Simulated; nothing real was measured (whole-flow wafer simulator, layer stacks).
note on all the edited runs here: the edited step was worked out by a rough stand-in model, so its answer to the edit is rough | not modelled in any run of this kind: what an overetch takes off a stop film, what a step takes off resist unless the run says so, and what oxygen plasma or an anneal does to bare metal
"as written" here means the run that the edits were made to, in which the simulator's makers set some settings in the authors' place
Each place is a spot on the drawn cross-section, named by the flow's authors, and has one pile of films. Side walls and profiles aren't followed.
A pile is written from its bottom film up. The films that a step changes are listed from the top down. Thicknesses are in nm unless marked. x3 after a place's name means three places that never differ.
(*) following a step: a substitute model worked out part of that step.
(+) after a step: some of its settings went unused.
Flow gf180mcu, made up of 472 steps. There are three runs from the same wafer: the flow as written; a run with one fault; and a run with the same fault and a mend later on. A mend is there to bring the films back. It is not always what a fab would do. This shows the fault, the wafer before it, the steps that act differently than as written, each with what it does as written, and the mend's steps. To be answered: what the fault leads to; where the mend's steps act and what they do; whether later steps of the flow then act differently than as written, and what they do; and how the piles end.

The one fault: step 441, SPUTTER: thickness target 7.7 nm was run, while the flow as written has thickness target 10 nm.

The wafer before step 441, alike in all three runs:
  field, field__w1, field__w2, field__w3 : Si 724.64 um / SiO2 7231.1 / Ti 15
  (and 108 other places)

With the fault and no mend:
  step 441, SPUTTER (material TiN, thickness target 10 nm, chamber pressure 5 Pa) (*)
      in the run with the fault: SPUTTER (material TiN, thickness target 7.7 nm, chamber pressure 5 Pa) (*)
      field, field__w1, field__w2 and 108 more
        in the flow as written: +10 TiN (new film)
        in the run with the fault: +7.7 TiN (new film)
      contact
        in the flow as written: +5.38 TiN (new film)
        in the run with the fault: +4.15 TiN (new film)
  Steps further on in the flow that do not act as written (1 other step is not shown; it differs only slightly, by no more than 2% or 0.5 nm, whichever is larger):
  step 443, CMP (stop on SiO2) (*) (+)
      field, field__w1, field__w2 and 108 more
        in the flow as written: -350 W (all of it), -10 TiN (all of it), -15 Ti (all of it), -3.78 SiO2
        in the run with the fault: -350 W (all of it), -7.7 TiN (all of it), -15 Ti (all of it), -3.76 SiO2
  By the end, the piles at contact depart from the flow's by more than 2% or 0.5 nm, whichever is larger.
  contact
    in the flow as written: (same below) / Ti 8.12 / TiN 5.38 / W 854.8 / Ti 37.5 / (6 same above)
    in the run with the fault: (same below) / Ti 8.12 / TiN 4.15 / W 856.1 / Ti 37.5 / (6 same above)

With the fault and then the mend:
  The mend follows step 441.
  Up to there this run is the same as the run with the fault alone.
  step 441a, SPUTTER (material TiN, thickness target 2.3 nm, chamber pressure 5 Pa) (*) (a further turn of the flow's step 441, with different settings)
      field, field__w1, field__w2 and 108 more
        +2.3 TiN
      contact
        +1.24 TiN
  Every later step of the flow that is run acts as written at every place that is followed.
  At every place that both follow, the piles at the end match the flow's.
